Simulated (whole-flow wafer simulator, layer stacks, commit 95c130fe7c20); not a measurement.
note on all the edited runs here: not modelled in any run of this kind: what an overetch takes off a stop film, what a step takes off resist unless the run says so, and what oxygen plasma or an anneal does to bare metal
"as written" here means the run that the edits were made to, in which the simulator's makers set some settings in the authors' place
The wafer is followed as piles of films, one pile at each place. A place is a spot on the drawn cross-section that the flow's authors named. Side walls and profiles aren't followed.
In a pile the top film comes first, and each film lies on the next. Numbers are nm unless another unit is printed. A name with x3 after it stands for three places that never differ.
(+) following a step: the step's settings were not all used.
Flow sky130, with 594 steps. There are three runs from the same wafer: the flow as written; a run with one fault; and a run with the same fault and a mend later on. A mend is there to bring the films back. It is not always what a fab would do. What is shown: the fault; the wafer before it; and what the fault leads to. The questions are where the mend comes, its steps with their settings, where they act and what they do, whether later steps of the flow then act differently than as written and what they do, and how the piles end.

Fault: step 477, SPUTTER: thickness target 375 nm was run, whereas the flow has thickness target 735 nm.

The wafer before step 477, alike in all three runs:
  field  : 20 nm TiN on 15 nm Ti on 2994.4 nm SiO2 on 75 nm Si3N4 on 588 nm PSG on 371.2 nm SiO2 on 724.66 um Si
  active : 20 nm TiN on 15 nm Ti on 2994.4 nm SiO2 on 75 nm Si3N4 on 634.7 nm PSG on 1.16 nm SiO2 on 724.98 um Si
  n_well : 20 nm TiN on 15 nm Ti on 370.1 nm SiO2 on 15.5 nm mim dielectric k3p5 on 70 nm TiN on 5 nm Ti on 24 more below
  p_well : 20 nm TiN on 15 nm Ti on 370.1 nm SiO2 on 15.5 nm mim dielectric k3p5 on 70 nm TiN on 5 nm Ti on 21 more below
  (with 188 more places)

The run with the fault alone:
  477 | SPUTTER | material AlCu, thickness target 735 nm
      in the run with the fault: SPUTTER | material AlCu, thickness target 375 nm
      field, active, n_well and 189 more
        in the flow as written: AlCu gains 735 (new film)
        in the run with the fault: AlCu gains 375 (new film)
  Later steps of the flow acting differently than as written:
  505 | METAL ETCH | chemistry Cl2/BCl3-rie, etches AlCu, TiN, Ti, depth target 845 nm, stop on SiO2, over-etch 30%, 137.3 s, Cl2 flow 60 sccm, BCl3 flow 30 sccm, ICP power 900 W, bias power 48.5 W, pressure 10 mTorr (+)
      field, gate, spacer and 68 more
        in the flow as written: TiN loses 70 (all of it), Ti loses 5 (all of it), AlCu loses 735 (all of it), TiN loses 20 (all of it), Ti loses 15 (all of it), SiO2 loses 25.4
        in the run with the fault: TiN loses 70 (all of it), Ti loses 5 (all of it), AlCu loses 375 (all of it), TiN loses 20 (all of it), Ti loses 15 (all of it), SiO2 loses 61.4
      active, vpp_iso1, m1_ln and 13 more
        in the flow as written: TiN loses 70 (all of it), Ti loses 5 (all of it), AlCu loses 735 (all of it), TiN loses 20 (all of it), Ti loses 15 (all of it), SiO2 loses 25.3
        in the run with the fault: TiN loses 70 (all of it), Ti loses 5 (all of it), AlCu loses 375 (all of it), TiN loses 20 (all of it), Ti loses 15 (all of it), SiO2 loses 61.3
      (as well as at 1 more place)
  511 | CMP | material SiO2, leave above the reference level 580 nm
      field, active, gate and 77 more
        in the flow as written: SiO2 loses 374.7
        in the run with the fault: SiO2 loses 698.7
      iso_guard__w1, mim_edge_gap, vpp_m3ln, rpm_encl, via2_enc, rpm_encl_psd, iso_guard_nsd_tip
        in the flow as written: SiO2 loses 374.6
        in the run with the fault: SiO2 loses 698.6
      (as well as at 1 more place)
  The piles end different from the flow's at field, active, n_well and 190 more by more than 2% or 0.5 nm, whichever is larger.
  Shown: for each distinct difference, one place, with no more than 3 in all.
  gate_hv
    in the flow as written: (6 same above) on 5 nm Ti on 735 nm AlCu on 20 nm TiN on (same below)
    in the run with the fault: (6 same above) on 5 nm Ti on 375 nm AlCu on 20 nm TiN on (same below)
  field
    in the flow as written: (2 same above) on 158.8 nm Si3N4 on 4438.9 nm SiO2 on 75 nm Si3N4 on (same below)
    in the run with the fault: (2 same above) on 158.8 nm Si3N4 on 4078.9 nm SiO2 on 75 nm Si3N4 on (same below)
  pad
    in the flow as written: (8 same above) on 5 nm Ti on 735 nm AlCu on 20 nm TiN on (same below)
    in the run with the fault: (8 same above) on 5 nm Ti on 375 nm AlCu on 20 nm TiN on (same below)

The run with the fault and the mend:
  The mend stands after step 477.
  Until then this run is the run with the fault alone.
  477a | SPUTTER | material AlCu, thickness target 360 nm (the flow's step 477, run once more with other settings)
      field, active, n_well and 189 more
        AlCu gains 360
  Every later step of the flow that is run acts as written at every place that is followed.
  By the end, the piles equal the flow's at every place that both follow.
